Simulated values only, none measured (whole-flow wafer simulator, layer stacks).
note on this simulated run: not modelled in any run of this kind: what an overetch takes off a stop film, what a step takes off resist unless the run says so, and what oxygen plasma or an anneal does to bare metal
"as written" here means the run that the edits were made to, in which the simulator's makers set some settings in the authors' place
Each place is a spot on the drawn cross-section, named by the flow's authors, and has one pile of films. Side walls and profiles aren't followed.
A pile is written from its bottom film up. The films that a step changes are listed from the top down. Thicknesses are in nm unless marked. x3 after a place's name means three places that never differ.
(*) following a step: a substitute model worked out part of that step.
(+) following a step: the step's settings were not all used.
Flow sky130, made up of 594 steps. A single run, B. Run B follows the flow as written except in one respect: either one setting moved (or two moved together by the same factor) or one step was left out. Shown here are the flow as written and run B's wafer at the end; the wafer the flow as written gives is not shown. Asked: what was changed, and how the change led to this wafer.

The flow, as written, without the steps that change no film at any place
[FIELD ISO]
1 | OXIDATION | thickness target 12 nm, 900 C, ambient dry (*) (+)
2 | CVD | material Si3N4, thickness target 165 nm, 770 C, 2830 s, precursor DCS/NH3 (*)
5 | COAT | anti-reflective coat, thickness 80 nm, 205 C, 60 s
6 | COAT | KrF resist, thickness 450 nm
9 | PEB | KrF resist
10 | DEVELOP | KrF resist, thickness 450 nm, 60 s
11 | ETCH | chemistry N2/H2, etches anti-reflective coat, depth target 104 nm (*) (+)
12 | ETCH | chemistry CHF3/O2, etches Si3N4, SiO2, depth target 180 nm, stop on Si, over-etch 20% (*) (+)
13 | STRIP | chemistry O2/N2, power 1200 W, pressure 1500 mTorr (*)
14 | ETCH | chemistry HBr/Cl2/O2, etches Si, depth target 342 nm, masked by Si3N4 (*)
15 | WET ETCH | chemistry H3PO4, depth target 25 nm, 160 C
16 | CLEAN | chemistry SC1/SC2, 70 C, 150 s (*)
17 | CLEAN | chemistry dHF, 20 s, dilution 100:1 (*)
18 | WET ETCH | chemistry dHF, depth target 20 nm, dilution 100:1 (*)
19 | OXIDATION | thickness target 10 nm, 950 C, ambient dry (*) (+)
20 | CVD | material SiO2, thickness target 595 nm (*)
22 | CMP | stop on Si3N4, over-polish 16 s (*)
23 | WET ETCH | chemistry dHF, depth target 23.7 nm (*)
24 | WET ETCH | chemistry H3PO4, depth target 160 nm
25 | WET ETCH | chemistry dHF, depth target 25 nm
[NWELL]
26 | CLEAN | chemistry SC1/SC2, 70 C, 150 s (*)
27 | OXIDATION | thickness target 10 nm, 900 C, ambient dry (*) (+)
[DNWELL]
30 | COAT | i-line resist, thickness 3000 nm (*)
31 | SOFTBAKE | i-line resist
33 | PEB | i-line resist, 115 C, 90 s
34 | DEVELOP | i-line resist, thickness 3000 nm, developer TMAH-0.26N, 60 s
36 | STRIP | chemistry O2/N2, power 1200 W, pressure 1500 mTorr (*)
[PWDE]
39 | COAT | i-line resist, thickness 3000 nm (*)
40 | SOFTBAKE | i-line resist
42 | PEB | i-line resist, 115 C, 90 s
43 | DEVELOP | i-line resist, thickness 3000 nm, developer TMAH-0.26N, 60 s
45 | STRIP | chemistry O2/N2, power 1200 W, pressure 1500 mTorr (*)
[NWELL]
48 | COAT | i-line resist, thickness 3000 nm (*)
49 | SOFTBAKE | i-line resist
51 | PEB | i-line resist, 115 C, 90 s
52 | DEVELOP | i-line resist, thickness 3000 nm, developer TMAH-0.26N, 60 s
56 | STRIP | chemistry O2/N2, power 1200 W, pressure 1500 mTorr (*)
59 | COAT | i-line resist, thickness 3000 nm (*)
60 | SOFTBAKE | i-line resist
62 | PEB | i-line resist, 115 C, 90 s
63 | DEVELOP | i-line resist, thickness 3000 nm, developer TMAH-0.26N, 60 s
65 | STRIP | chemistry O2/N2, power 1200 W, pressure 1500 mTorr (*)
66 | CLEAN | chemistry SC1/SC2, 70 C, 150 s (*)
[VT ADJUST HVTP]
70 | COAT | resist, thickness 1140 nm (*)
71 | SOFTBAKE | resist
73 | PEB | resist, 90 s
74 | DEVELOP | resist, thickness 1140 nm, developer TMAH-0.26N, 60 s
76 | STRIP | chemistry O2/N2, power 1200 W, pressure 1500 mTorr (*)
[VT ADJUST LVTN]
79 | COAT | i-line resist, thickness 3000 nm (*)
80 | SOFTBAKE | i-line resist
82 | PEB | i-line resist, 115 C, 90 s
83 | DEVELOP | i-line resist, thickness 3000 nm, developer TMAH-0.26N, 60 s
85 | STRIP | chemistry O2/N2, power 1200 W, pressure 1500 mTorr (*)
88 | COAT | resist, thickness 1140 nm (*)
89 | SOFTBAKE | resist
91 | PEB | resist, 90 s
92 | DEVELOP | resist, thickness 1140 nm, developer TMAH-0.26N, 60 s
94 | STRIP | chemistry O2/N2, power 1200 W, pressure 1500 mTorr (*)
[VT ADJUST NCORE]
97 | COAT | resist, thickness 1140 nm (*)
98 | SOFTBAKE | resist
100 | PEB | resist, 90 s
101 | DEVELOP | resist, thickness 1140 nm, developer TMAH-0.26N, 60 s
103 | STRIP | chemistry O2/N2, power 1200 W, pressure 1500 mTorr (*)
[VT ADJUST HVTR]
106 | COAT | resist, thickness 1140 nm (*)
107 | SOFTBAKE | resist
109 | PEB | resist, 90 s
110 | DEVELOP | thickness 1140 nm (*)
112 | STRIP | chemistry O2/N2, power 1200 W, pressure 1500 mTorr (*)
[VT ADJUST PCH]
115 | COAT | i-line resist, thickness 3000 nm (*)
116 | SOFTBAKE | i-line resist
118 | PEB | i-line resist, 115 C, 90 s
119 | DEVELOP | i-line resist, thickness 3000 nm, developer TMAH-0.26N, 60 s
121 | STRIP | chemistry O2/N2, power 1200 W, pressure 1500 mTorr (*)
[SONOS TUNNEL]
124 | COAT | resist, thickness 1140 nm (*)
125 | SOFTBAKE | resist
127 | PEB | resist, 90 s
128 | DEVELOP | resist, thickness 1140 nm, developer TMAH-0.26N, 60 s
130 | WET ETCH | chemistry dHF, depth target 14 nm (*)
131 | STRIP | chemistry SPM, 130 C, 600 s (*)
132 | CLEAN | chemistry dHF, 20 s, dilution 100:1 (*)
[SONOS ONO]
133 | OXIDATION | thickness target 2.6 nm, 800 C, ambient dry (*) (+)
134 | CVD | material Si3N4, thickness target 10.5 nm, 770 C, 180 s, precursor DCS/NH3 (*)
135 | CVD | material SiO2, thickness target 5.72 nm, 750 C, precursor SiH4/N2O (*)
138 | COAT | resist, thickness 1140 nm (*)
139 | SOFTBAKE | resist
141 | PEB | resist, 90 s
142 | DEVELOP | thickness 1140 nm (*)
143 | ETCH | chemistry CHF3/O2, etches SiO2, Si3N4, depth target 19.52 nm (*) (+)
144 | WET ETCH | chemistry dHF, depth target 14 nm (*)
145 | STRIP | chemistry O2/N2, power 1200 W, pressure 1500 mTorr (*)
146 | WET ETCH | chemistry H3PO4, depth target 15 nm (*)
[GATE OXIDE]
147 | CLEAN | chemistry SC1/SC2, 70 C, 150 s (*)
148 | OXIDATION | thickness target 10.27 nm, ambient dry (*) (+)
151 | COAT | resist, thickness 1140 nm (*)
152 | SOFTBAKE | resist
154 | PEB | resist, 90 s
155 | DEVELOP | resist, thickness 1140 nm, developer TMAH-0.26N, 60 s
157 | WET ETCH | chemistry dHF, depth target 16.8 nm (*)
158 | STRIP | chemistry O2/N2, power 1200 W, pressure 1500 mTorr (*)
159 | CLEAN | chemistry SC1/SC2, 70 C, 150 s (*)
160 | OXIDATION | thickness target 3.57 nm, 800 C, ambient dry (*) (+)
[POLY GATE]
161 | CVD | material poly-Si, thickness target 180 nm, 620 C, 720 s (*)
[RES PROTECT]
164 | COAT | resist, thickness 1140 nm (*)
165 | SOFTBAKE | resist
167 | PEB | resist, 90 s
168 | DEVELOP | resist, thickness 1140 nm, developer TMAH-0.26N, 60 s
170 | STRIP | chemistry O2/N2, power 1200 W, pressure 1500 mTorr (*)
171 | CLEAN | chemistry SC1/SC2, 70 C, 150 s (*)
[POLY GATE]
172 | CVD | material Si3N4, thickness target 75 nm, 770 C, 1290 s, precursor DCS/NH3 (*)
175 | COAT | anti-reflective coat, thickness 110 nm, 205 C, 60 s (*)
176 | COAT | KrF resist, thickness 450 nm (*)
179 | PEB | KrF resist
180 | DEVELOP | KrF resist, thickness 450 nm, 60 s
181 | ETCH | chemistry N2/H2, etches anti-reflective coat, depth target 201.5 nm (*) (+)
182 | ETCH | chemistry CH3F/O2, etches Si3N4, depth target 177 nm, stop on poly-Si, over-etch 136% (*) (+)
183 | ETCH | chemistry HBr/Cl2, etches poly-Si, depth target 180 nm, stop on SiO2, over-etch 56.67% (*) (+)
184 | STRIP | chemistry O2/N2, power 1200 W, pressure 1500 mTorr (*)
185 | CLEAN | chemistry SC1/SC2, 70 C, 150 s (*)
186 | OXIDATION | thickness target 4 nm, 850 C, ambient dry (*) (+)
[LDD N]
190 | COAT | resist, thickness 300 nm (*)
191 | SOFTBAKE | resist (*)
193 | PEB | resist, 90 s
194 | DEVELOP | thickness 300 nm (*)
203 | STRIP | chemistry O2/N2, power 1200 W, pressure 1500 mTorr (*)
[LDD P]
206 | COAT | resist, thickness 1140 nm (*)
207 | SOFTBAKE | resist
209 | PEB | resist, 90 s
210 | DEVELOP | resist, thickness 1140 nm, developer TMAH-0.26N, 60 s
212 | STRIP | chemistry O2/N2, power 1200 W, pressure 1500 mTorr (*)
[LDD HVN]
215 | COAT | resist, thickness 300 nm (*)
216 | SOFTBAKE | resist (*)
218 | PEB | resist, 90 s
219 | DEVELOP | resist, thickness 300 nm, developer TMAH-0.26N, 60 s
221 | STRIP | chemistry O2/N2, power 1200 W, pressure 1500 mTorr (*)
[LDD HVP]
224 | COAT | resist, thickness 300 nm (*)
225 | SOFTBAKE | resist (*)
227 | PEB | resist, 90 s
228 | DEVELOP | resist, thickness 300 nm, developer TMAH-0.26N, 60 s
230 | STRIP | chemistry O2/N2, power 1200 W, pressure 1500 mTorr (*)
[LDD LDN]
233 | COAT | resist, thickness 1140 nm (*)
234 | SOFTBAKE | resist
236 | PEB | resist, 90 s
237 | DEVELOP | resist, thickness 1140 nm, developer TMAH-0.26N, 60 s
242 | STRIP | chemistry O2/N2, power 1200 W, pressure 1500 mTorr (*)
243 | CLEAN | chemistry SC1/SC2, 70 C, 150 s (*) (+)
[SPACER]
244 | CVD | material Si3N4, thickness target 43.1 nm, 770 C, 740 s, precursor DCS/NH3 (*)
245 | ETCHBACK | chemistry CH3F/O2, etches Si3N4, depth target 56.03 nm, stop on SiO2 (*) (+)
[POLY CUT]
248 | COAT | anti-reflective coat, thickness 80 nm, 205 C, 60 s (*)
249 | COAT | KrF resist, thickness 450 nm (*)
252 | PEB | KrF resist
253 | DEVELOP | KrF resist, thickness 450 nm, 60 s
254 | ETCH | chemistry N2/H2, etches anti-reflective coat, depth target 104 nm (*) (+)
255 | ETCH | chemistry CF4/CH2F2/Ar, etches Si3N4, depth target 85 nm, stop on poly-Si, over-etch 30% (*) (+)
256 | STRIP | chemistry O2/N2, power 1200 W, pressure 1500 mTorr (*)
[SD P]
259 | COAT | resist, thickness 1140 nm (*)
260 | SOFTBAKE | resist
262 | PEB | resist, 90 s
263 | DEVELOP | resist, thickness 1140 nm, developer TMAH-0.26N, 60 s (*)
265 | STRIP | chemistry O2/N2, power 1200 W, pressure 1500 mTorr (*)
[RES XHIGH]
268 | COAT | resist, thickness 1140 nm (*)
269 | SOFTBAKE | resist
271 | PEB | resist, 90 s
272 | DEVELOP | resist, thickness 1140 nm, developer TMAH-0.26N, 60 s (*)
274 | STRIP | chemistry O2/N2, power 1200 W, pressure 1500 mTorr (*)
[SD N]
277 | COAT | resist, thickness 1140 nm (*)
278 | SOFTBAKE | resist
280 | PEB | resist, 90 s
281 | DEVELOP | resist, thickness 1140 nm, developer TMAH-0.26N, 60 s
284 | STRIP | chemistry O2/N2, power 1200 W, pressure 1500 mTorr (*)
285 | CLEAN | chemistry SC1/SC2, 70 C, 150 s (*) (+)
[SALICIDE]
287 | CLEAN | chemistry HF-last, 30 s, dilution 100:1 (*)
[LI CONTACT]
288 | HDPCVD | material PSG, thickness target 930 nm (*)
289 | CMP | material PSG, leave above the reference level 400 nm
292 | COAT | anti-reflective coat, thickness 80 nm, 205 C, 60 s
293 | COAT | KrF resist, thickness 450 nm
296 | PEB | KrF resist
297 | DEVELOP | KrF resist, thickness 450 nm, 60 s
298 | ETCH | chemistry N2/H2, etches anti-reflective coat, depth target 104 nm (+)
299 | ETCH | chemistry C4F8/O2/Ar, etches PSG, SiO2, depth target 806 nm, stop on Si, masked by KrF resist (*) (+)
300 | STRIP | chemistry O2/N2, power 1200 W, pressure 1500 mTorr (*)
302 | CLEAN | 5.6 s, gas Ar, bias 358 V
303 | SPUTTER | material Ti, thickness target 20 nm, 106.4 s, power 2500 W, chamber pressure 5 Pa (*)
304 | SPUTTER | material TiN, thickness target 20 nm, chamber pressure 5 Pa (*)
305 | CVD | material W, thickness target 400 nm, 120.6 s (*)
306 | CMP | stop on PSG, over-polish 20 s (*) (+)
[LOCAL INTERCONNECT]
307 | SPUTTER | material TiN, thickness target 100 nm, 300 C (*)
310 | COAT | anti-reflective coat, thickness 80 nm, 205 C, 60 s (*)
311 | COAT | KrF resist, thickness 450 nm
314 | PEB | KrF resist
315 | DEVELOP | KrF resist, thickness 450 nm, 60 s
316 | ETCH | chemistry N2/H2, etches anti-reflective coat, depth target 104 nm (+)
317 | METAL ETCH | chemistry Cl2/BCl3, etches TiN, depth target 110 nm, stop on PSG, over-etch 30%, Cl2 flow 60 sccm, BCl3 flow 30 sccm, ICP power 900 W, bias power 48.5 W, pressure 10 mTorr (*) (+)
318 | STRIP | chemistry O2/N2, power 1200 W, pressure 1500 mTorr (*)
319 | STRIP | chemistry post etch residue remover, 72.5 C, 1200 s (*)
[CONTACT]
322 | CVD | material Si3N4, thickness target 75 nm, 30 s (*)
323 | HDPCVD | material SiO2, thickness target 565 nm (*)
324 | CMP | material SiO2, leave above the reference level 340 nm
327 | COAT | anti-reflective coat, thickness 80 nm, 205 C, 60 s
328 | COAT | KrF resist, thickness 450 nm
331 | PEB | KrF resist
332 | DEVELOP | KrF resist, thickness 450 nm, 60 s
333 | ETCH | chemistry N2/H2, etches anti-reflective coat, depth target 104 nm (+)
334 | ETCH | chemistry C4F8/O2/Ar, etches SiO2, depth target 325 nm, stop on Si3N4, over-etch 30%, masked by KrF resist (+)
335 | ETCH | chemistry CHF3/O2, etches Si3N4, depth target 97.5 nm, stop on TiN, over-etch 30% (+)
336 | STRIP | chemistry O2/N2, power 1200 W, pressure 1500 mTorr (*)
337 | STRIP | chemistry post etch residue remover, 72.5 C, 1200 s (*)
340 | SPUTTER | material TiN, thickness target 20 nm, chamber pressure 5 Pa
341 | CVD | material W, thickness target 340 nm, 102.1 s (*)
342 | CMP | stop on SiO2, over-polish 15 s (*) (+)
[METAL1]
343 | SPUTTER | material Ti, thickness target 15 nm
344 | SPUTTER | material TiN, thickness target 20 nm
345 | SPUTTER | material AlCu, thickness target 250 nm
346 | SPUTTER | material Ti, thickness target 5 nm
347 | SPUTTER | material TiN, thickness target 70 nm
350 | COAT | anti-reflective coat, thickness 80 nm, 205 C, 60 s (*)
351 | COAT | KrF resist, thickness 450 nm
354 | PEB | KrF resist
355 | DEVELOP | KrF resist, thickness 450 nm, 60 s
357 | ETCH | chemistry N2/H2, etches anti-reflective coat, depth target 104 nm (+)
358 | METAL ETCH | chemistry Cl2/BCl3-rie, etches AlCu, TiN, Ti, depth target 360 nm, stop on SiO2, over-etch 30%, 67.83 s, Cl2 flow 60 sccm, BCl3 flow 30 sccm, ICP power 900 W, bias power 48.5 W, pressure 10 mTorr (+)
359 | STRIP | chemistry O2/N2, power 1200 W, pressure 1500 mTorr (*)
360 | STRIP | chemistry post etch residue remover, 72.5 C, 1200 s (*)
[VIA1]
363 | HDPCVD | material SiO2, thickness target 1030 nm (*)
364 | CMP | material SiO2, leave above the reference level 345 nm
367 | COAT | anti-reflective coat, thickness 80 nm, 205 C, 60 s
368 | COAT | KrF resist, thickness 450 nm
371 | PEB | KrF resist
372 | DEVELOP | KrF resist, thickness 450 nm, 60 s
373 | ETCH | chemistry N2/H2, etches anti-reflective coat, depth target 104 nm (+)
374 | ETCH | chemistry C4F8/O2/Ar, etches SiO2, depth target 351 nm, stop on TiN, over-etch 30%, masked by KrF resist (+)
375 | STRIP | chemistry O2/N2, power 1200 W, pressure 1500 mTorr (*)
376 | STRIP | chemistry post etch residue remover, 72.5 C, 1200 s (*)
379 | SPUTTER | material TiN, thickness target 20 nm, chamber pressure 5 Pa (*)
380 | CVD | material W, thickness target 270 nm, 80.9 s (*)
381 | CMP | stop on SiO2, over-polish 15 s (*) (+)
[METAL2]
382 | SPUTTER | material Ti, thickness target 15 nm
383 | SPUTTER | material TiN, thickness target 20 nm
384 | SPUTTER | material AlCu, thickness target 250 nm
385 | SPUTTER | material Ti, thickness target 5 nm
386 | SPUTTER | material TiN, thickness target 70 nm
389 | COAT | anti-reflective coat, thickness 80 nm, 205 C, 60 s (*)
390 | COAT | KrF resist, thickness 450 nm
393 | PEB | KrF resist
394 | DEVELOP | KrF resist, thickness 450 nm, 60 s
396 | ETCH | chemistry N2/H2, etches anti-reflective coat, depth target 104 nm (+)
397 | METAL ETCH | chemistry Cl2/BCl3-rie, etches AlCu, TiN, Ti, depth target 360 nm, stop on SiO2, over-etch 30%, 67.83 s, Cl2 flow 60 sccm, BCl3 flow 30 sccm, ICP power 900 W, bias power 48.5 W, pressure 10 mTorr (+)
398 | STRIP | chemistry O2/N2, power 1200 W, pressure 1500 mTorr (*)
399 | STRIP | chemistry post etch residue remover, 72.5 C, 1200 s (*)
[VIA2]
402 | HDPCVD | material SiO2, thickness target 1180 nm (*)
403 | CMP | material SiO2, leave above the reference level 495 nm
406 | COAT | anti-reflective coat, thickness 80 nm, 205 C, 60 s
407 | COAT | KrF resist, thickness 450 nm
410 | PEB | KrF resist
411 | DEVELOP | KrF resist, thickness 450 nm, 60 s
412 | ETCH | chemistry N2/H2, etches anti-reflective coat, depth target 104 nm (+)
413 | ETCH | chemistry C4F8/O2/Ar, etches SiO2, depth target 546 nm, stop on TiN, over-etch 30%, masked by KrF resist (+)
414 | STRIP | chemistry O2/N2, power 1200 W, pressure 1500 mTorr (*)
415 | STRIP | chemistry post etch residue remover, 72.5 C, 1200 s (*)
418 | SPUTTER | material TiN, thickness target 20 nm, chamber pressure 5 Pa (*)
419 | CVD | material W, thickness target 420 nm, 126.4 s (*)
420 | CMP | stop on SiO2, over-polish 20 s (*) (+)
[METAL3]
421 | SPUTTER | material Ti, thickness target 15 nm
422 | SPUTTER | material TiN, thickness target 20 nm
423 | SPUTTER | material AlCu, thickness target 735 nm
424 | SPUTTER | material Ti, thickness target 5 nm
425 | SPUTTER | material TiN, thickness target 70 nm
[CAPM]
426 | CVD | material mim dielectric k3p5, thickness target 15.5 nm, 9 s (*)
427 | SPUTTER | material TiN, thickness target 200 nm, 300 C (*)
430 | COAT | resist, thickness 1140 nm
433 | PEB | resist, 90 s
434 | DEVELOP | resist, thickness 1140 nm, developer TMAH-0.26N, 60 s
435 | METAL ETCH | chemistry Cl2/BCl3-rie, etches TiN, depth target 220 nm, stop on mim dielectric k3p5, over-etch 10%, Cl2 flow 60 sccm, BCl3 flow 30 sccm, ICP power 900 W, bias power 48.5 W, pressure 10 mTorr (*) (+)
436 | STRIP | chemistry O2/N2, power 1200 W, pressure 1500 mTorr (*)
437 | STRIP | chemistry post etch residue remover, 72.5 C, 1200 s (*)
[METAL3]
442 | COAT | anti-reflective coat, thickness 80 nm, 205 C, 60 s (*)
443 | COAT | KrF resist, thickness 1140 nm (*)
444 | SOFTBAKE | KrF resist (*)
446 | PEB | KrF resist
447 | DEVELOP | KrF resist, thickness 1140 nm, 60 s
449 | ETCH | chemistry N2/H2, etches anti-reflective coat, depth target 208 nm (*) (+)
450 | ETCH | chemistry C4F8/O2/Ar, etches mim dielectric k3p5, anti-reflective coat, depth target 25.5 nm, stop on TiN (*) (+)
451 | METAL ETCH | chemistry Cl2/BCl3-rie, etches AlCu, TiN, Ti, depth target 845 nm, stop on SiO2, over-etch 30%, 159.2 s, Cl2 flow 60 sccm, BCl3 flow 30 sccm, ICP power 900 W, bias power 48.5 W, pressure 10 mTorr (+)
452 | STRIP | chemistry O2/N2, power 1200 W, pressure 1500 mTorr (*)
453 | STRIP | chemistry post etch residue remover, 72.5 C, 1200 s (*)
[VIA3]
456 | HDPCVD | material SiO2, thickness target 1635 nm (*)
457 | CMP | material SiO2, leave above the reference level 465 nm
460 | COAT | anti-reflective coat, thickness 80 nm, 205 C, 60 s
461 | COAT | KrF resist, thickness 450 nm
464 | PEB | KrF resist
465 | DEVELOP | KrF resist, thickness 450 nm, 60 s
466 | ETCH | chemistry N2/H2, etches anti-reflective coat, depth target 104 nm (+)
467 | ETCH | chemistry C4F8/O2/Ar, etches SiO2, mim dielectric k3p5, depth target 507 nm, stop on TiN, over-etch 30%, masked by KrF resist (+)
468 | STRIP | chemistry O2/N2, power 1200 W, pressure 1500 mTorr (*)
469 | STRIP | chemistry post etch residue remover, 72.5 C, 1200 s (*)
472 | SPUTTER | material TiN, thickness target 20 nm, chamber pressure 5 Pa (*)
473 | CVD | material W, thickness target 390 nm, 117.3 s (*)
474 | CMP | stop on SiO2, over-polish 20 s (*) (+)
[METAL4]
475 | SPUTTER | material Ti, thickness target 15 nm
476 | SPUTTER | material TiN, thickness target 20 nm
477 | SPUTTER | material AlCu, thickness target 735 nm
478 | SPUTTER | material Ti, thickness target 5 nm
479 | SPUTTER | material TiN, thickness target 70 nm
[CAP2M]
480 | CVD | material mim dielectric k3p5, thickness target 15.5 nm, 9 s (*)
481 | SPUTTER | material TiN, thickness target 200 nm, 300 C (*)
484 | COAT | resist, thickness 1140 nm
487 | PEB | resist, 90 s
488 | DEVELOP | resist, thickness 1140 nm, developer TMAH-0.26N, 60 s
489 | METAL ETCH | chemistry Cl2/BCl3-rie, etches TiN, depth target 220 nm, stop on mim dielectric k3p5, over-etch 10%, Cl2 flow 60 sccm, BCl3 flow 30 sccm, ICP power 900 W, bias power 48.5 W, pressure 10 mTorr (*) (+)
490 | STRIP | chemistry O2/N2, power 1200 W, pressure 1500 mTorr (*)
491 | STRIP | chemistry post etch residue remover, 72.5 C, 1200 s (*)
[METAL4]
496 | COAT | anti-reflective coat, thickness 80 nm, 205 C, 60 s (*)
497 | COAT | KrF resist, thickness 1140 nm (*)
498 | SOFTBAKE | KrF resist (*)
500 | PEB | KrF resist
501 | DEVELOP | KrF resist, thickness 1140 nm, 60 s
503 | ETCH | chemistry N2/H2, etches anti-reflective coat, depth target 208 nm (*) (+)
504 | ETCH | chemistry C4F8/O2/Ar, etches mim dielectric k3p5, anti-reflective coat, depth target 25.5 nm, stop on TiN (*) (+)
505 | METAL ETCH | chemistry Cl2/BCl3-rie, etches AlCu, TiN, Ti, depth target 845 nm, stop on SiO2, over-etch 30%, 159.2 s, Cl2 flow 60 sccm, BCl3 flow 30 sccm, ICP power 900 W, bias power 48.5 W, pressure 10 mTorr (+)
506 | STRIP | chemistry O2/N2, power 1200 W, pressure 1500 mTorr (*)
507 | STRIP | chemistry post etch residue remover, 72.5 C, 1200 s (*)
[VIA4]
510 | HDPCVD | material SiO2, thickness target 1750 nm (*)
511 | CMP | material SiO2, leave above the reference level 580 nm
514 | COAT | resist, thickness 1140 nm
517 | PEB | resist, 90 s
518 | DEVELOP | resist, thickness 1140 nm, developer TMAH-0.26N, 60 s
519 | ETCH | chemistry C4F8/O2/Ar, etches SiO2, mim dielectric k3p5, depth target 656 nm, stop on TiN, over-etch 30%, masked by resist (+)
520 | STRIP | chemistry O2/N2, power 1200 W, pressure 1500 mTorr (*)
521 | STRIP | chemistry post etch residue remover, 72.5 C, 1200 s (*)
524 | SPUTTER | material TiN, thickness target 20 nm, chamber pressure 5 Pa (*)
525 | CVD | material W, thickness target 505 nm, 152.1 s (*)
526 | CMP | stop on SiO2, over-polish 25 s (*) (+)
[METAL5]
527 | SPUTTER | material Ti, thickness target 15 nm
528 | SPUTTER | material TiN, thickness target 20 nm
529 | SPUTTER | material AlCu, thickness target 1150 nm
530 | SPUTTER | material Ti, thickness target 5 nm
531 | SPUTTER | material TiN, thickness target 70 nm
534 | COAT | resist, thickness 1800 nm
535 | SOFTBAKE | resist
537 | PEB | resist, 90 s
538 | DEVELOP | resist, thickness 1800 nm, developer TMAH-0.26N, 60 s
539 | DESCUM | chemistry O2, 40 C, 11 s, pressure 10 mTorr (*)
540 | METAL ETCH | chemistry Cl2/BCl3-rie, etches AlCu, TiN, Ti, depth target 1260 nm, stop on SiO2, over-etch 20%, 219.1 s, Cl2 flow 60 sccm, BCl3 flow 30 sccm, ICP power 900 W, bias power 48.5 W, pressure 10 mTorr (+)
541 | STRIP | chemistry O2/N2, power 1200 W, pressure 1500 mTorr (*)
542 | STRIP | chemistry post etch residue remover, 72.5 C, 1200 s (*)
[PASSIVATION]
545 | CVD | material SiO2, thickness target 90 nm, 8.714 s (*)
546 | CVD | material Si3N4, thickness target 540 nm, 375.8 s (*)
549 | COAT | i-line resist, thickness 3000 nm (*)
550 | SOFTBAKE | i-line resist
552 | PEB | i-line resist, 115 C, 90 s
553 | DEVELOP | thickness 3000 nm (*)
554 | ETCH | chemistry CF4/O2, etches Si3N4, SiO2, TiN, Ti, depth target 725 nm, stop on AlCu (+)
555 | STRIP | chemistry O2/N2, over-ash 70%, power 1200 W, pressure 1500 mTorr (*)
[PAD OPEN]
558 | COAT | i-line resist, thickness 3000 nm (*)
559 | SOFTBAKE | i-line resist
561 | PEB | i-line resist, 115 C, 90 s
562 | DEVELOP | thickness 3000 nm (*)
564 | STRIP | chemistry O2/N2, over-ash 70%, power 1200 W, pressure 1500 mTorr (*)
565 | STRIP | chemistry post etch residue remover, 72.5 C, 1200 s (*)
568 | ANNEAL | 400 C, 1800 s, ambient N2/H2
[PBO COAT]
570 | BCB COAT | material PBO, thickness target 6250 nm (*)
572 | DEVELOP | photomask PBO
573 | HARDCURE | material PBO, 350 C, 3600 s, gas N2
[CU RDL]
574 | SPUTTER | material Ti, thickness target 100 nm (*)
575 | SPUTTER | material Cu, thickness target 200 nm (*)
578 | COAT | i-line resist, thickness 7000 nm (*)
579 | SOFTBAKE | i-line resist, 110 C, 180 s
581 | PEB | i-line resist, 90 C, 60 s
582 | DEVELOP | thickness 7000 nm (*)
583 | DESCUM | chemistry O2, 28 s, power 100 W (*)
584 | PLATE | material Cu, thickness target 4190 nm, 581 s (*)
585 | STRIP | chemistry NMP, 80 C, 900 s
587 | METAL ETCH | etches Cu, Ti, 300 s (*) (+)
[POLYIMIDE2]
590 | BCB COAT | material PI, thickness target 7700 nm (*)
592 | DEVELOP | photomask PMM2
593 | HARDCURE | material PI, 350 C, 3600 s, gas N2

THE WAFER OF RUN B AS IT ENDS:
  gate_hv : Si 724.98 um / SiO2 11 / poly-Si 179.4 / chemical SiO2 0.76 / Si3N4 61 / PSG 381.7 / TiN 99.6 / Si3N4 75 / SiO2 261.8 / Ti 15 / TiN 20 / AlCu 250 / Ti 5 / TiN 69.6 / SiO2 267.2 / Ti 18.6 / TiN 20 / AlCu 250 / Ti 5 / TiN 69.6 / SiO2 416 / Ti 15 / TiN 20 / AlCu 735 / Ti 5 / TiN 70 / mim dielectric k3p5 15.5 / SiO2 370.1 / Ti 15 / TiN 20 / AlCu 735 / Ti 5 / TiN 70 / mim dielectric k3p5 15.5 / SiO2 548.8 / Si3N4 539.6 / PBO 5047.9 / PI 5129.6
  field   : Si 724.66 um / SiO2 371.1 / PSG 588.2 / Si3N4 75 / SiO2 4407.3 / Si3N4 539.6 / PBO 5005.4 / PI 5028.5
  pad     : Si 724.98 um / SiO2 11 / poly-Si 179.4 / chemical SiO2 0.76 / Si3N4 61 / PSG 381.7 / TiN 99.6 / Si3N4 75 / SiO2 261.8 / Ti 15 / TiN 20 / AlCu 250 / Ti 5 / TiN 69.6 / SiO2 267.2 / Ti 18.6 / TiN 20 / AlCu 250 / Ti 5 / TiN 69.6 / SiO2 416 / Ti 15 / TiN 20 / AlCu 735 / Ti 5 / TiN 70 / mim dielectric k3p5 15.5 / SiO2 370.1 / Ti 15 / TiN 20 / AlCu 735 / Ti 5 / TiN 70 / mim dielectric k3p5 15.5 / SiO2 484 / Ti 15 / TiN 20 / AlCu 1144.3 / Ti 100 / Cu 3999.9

What caused this: step 382, SPUTTER: thickness target 18.6 nm was run, whereas the flow has thickness target 15 nm.
One can read it off the wafer: gate_hv has Ti 18.6, and step 382 as written asks for 15 nm.

How this came from the change, step by step:
  382 | SPUTTER | material Ti, thickness target 15 nm
      field, active, n_well and 188 more: +18.6 Ti (new film) (as written it would have been: +15 Ti (new film))
  397 | METAL ETCH | chemistry Cl2/BCl3-rie, etches AlCu, TiN, Ti, depth target 360 nm, stop on SiO2, over-etch 30%, 67.83 s, Cl2 flow 60 sccm, BCl3 flow 30 sccm, ICP power 900 W, bias power 48.5 W, pressure 10 mTorr (+)
      field, active, gate and 82 more: -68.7 TiN (all of it), -5 Ti (all of it), -250 AlCu (all of it), -20 TiN (all of it), -18.6 Ti (all of it), -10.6 SiO2 (as written it would have been: -68.7 TiN (all of it), -5 Ti (all of it), -250 AlCu (all of it), -20 TiN (all of it), -15 Ti (all of it), -10.9 SiO2)
